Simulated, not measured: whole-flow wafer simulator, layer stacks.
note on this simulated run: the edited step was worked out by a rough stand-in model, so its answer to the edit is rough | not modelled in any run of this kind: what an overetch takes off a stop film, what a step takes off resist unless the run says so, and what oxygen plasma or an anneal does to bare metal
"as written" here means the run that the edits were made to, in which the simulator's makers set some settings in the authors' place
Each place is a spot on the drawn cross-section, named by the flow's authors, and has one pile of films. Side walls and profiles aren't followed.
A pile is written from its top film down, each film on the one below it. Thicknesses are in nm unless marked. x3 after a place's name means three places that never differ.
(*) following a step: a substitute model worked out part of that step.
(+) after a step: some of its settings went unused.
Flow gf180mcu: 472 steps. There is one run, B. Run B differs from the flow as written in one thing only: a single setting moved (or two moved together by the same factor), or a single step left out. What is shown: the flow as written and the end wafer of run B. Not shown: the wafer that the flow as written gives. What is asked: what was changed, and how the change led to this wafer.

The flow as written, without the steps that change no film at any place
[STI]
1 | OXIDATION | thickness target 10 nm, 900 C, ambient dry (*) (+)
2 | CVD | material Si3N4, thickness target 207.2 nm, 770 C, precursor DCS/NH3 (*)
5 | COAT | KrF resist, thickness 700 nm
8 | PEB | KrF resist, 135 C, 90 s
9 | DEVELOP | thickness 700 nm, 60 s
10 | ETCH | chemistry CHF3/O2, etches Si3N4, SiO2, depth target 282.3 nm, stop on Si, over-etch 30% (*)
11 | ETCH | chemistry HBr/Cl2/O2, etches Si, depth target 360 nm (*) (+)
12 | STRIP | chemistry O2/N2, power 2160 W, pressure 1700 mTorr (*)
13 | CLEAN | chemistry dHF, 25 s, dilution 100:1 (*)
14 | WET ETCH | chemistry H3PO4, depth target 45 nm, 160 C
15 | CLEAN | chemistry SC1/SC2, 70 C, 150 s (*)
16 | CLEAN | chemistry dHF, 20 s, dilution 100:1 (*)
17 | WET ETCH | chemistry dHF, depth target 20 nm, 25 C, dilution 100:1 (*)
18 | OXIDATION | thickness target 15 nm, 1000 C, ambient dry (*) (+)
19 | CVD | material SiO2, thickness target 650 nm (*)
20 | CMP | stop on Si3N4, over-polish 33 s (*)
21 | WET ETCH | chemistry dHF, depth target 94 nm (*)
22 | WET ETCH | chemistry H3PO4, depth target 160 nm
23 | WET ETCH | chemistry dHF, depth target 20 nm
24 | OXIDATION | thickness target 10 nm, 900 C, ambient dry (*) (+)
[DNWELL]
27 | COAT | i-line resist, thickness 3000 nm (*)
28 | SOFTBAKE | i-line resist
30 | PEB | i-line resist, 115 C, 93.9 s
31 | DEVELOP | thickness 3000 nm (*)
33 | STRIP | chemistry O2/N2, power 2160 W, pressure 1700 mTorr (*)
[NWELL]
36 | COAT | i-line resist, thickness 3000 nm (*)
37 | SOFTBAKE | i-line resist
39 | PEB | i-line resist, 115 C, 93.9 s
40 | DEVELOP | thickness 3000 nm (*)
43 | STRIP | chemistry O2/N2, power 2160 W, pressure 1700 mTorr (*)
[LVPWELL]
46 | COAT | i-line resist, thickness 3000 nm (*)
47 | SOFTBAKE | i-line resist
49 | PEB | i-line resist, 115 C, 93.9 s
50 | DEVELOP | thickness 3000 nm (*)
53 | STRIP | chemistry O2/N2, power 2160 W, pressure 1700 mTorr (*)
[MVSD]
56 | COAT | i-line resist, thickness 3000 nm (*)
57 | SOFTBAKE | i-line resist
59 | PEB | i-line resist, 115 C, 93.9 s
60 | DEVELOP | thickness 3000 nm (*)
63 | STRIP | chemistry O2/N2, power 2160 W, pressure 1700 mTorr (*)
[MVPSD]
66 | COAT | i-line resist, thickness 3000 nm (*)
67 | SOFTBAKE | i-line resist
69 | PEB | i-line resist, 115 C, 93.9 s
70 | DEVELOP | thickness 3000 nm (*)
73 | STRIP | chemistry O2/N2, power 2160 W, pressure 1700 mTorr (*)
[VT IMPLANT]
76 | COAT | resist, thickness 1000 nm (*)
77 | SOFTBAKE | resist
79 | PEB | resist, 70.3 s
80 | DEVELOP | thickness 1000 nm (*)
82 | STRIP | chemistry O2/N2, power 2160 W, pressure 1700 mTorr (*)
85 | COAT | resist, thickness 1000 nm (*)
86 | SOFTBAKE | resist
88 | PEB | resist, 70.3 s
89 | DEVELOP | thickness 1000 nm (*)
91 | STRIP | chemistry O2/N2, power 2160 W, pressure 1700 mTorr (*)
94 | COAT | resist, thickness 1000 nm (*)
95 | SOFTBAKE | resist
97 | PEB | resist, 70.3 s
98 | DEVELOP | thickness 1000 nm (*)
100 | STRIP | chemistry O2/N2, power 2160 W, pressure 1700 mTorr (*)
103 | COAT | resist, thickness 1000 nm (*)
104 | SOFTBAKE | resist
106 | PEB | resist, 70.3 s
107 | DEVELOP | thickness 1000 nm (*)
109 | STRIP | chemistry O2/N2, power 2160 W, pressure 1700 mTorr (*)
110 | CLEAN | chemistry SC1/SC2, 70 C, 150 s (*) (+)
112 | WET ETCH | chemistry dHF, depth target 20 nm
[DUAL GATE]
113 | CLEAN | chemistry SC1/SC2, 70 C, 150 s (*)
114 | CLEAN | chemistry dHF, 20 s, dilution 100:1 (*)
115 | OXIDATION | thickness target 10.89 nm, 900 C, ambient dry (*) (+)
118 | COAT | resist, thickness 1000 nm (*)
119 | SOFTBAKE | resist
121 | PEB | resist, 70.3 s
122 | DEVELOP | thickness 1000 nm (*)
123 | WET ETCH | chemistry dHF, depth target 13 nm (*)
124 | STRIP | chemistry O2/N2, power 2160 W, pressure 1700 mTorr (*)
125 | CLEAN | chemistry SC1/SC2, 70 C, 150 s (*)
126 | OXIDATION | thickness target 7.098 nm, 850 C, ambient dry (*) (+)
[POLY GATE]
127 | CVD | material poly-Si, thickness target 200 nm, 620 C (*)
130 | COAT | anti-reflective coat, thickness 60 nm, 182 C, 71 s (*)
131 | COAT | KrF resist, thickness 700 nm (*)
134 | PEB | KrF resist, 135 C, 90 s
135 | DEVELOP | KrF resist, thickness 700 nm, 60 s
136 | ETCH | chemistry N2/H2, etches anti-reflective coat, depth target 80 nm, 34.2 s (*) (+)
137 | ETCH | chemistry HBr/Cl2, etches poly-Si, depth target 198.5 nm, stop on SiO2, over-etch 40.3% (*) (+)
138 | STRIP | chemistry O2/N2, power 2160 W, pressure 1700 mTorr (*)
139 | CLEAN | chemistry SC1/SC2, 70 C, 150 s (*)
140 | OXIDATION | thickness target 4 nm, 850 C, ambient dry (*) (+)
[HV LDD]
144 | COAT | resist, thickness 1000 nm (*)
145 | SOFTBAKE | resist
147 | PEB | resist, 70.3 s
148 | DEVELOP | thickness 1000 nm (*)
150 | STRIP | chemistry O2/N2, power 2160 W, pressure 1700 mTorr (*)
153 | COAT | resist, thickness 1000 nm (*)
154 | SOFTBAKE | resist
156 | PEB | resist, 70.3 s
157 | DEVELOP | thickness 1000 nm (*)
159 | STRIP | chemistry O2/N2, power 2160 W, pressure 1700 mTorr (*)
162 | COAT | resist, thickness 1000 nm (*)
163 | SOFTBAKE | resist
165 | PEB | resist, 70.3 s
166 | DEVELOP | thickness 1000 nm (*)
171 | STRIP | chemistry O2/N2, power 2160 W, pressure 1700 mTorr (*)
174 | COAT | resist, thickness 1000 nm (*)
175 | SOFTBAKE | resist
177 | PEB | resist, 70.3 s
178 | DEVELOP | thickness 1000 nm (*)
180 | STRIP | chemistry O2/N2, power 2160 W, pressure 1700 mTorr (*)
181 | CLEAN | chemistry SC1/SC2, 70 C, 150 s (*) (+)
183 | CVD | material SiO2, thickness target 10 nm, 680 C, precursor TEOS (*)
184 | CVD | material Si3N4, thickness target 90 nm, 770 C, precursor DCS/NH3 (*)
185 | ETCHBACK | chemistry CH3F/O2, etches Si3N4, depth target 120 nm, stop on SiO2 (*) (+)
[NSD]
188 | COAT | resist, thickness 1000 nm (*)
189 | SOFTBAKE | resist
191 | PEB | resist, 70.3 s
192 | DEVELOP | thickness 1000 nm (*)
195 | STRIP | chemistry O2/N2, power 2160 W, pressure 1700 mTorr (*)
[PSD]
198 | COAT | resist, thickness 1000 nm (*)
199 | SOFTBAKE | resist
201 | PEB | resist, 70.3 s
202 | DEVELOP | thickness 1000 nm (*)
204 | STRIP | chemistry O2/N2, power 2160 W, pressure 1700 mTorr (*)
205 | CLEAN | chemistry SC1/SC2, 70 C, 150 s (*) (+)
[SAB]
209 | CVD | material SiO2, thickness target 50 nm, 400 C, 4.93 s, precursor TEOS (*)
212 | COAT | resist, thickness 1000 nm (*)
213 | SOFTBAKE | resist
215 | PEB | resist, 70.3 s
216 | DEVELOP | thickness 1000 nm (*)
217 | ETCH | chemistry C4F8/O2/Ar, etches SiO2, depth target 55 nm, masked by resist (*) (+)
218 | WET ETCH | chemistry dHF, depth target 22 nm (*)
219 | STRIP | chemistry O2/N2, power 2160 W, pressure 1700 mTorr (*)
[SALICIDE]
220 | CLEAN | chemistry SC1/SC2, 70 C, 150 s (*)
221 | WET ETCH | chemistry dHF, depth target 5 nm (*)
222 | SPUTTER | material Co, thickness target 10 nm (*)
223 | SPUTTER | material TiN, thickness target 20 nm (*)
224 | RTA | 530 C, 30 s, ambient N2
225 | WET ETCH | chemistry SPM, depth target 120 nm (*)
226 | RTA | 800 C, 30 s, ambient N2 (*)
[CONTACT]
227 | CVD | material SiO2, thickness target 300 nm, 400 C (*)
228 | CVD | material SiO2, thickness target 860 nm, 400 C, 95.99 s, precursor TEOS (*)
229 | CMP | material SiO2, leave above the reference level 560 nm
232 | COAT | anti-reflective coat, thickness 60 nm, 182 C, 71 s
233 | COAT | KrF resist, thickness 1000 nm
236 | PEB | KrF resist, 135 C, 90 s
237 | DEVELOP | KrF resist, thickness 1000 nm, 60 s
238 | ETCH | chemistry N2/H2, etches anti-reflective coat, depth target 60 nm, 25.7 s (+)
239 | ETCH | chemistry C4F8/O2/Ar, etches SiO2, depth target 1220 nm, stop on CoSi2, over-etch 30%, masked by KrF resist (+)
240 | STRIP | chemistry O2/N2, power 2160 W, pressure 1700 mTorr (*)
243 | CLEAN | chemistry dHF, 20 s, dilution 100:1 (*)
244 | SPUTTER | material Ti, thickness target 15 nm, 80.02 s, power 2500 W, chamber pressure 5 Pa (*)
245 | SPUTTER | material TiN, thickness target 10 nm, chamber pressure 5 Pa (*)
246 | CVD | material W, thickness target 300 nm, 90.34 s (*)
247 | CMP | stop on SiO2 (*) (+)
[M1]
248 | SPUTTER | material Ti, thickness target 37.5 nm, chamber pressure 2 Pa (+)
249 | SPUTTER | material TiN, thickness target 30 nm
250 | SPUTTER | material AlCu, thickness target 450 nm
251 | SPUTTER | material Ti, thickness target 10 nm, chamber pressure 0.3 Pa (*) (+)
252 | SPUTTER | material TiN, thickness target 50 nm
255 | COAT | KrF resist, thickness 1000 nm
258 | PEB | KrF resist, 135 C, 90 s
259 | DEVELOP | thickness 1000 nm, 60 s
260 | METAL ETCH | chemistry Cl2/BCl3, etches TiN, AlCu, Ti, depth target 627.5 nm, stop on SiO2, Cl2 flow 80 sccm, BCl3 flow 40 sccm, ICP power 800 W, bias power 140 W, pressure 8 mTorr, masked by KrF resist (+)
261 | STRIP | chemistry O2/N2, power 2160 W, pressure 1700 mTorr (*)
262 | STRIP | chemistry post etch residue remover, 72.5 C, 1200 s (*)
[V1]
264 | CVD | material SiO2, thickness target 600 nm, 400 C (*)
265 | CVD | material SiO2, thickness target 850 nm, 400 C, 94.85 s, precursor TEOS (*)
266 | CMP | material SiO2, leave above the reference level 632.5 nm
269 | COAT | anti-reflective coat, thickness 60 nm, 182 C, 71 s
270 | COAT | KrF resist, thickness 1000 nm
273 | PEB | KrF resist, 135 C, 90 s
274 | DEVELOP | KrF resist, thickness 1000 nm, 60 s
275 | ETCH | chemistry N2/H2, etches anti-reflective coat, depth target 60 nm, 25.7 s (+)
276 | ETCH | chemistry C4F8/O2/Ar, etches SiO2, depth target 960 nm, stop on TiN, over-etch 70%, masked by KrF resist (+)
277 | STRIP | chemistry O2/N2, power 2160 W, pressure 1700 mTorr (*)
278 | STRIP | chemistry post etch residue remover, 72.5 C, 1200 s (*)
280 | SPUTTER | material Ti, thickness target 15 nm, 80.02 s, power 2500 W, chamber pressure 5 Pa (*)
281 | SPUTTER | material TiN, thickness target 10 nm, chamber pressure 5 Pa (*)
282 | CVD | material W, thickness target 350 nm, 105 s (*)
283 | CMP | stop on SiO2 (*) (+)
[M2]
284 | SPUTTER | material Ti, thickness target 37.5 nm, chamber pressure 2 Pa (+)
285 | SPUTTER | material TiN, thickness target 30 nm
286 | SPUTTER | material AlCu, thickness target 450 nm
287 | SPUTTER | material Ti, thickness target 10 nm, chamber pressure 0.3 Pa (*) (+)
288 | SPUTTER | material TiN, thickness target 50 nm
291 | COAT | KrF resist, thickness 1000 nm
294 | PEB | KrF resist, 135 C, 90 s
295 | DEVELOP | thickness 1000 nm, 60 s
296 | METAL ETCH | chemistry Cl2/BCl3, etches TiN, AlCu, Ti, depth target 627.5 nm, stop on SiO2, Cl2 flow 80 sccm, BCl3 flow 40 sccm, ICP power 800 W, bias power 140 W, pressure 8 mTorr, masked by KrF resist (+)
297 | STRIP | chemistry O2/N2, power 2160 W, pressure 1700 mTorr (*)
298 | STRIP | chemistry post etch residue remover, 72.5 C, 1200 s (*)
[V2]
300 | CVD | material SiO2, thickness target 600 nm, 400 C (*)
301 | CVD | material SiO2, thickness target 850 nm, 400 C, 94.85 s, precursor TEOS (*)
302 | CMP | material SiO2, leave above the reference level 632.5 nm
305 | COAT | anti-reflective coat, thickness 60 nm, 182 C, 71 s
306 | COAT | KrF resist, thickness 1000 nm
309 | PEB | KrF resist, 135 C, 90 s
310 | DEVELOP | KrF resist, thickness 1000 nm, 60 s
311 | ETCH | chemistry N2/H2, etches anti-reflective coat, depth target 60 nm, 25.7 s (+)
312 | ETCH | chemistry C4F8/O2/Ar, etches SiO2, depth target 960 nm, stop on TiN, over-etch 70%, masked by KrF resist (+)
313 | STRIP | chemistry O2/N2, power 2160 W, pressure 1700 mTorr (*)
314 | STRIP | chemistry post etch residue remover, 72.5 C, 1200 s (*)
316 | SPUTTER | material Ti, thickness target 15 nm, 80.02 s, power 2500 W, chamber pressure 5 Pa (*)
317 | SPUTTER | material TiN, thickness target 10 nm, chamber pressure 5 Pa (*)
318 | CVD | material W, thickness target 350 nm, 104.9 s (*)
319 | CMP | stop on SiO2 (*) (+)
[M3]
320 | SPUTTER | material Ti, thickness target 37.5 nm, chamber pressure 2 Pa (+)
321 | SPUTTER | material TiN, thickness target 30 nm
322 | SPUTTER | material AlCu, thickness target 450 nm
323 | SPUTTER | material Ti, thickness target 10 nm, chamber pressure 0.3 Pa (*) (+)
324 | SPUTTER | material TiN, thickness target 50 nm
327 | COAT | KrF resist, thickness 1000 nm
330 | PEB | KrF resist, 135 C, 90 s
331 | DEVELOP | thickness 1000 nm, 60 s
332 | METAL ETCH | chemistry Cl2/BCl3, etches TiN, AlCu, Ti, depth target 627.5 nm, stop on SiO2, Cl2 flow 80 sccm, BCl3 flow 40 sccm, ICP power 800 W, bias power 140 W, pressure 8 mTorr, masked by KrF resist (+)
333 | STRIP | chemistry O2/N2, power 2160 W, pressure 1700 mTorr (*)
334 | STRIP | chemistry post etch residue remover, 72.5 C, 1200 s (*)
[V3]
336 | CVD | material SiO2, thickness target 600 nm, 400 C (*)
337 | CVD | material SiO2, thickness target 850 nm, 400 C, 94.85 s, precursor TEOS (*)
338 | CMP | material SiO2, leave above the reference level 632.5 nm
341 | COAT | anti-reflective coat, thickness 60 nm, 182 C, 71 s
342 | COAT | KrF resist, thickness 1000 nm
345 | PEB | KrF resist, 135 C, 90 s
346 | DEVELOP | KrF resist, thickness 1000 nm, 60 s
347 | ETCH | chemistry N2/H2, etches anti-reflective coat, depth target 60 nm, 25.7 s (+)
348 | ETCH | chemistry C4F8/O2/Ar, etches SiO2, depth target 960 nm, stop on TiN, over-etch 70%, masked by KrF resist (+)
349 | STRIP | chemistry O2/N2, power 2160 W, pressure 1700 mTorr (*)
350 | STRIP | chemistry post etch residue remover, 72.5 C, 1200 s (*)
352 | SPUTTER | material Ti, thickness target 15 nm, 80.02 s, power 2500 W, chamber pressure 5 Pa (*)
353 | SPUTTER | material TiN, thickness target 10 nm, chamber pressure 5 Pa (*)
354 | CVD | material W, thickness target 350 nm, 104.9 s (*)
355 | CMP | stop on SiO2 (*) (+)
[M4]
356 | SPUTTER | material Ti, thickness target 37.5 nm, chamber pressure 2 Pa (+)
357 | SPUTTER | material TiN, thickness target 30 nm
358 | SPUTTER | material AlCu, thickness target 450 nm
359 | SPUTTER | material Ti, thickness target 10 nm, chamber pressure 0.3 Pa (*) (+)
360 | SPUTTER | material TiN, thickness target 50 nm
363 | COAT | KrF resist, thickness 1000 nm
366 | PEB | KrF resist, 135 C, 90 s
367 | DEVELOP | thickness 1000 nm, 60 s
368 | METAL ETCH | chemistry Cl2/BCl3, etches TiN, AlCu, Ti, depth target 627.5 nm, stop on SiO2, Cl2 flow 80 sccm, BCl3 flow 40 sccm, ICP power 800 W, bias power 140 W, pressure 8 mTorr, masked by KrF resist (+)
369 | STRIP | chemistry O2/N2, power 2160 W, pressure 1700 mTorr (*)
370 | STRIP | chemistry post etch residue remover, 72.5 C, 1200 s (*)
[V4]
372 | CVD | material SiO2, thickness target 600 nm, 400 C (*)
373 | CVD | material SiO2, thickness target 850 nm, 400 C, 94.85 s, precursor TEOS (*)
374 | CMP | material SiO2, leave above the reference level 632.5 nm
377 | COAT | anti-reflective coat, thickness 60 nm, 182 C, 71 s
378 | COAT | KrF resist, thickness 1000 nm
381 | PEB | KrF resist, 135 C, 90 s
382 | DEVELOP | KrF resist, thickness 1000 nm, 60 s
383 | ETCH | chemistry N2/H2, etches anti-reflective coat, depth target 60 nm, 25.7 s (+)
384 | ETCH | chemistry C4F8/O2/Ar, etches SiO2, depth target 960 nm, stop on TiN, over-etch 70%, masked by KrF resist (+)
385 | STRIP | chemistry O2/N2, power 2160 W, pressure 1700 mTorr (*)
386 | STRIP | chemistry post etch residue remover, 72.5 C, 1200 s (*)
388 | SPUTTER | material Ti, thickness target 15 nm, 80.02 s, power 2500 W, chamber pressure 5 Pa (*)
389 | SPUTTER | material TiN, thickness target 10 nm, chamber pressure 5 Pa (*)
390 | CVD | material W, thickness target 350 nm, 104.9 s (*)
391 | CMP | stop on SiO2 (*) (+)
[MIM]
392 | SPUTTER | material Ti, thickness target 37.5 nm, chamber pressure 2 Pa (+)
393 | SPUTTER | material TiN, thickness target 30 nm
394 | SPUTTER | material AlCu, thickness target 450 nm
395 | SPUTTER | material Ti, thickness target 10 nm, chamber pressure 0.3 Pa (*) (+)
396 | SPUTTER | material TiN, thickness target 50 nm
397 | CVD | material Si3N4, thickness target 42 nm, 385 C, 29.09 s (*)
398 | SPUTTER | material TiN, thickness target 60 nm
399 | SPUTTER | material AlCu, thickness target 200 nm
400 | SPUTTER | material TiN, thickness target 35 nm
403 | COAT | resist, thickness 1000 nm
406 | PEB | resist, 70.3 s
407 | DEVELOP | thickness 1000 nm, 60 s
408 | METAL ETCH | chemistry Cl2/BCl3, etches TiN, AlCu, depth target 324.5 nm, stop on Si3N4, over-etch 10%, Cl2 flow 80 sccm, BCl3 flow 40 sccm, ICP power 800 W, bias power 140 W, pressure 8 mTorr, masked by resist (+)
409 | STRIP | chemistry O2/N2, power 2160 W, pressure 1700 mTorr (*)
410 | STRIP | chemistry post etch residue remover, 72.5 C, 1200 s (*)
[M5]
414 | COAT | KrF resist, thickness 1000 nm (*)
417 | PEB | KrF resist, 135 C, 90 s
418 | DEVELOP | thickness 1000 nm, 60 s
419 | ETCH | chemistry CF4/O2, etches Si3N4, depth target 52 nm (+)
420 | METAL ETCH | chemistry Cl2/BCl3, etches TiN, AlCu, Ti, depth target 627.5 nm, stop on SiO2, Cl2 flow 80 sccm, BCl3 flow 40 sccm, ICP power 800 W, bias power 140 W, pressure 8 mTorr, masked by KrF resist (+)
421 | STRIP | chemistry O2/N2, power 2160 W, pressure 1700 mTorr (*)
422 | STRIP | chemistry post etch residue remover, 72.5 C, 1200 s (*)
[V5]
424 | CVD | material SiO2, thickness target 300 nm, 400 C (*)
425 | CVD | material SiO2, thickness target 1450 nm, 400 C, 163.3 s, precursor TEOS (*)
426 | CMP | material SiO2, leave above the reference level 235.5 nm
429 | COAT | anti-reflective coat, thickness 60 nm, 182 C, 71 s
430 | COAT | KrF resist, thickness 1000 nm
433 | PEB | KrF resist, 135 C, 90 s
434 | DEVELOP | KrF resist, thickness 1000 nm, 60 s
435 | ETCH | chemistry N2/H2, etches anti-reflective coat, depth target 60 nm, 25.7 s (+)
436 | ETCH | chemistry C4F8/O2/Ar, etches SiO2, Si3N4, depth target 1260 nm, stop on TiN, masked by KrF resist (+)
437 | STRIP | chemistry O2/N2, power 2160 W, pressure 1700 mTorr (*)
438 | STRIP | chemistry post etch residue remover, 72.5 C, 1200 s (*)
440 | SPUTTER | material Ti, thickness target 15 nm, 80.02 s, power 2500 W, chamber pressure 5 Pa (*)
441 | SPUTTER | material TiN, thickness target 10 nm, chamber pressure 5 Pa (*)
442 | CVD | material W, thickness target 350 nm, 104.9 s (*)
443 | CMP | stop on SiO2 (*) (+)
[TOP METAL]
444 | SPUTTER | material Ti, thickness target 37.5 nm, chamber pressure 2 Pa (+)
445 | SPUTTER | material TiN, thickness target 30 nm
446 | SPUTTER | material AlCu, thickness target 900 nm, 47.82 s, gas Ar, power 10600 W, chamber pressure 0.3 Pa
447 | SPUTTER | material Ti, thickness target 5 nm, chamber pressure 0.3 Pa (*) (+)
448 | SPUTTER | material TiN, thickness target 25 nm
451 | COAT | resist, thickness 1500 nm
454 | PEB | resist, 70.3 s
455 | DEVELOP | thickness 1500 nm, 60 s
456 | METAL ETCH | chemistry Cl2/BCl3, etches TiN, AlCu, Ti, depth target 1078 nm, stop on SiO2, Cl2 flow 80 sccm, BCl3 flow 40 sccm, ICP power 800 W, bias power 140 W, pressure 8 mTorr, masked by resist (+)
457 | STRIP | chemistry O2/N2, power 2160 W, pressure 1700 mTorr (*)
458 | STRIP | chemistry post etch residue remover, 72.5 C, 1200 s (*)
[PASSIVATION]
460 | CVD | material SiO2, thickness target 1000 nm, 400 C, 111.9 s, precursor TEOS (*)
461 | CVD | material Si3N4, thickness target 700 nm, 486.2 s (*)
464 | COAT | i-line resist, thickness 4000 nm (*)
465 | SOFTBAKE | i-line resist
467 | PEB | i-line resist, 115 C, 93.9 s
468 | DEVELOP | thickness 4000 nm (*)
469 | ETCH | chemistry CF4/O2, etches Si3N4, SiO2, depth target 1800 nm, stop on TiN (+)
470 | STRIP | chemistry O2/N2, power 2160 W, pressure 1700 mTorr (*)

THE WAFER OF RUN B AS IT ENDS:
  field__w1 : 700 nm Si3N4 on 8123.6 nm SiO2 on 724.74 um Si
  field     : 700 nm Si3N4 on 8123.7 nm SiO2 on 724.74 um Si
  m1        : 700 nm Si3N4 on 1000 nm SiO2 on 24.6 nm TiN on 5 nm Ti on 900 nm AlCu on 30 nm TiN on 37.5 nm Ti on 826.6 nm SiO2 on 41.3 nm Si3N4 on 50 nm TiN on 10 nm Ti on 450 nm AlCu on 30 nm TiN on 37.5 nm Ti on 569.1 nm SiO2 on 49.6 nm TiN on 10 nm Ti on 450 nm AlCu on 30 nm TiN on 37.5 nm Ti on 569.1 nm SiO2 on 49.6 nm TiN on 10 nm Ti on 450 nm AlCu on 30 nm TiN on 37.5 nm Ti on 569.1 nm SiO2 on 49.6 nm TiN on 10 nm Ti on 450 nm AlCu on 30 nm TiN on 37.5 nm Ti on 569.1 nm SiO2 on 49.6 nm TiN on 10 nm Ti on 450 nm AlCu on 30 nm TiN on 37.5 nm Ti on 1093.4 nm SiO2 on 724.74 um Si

The reason: step 11, ETCH: depth target 256 nm was run, whereas the flow has depth target 360 nm.

The path from the change to this, step by step:
  11 | ETCH | chemistry HBr/Cl2/O2, etches Si, depth target 360 nm (*) (+)
      active, n_well, p_well and 40 more: -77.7 KrF resist (in the flow as written it would be: -112.3 KrF resist)
      field, field_sub, sti and 34 more: -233 Si (in the flow as written it would be: -337 Si)
  12 | STRIP | chemistry O2/N2, power 2160 W, pressure 1700 mTorr (*)
      active, n_well, p_well and 40 more: -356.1 KrF resist (all of it) (in the flow as written it would be: -321.4 KrF resist (all of it))
  19 | CVD | material SiO2, thickness target 650 nm (*)
      m1, ld_fp_n, ld_drift_n and 8 more: +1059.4 SiO2 (in the flow as written it would be: +1163.4 SiO2)
  20 | CMP | stop on Si3N4, over-polish 33 s (*)
      sti, mim_1p0, pad and 11 more: -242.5 SiO2 (in the flow as written it would be: -138.5 SiO2)
      nw_enc_fld, nw_enc_fld_lv: -246.5 SiO2 (in the flow as written it would be: -142.5 SiO2)
      (also at 10 further places)
  189 | SOFTBAKE | resist
      field__w9: -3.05 resist (in the flow as written it would be: +6.92 resist)
  199 | SOFTBAKE | resist
      field__w9: -3.05 resist (in the flow as written it would be: +6.92 resist)
